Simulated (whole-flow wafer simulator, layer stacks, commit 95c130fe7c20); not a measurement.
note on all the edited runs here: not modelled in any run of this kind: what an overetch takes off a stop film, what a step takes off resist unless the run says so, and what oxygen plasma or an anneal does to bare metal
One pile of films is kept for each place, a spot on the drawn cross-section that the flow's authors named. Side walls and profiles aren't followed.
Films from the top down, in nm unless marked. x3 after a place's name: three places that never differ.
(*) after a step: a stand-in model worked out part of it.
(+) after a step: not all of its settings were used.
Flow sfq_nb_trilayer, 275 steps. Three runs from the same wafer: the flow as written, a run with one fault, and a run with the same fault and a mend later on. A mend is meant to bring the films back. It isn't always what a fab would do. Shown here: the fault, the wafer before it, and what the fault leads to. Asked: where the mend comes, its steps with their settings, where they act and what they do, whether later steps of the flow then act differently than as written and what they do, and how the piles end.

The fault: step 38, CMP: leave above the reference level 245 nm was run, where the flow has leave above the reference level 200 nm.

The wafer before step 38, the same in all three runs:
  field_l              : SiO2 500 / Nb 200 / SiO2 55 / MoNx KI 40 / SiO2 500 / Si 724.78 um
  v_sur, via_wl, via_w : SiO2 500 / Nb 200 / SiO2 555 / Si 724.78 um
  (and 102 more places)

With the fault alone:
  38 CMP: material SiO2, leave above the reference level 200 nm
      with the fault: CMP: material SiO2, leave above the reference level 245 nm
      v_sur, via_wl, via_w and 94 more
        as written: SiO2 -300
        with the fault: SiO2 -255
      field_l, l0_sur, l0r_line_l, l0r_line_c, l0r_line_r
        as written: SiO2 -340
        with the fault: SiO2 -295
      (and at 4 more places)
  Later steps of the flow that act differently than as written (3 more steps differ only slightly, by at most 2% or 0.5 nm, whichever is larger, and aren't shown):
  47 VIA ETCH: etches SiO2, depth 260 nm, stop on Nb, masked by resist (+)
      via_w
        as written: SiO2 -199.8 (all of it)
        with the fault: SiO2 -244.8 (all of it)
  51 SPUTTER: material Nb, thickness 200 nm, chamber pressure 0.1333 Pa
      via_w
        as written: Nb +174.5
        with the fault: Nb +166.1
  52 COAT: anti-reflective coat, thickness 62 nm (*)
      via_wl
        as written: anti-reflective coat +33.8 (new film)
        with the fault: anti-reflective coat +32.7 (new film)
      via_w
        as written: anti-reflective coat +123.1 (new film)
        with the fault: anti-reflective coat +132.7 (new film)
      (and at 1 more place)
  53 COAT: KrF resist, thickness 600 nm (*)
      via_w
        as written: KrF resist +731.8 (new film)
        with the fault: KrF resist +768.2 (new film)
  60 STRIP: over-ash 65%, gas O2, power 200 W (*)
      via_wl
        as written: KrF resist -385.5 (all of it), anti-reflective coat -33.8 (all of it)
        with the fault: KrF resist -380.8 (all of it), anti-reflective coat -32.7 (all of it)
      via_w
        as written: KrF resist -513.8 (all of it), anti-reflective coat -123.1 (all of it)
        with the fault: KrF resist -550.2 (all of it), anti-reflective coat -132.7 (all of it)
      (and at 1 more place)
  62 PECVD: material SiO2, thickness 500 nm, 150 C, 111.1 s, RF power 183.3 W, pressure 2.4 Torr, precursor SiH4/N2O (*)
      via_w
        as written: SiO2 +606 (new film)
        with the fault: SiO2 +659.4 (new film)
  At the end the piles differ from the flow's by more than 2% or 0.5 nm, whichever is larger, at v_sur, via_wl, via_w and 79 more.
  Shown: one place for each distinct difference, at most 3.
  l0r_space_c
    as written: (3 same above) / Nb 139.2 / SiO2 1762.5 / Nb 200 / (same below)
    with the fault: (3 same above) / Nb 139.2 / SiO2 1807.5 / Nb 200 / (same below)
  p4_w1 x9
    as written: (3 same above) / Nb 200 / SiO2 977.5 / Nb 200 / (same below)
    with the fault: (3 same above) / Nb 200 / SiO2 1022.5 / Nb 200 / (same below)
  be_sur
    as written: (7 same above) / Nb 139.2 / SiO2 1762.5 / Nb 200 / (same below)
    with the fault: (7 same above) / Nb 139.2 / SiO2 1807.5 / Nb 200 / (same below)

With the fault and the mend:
  The mend comes after step 39.
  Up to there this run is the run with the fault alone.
  39a CMP: material SiO2, leave above the reference level 200 nm (the flow's step 38 once more)
      field_l, v_sur, via_wl and 103 more
        SiO2 -45
  No later step of the flow acts differently than as written at any place that is followed.
  At the end the piles are the same as the flow's at every place that both follow.
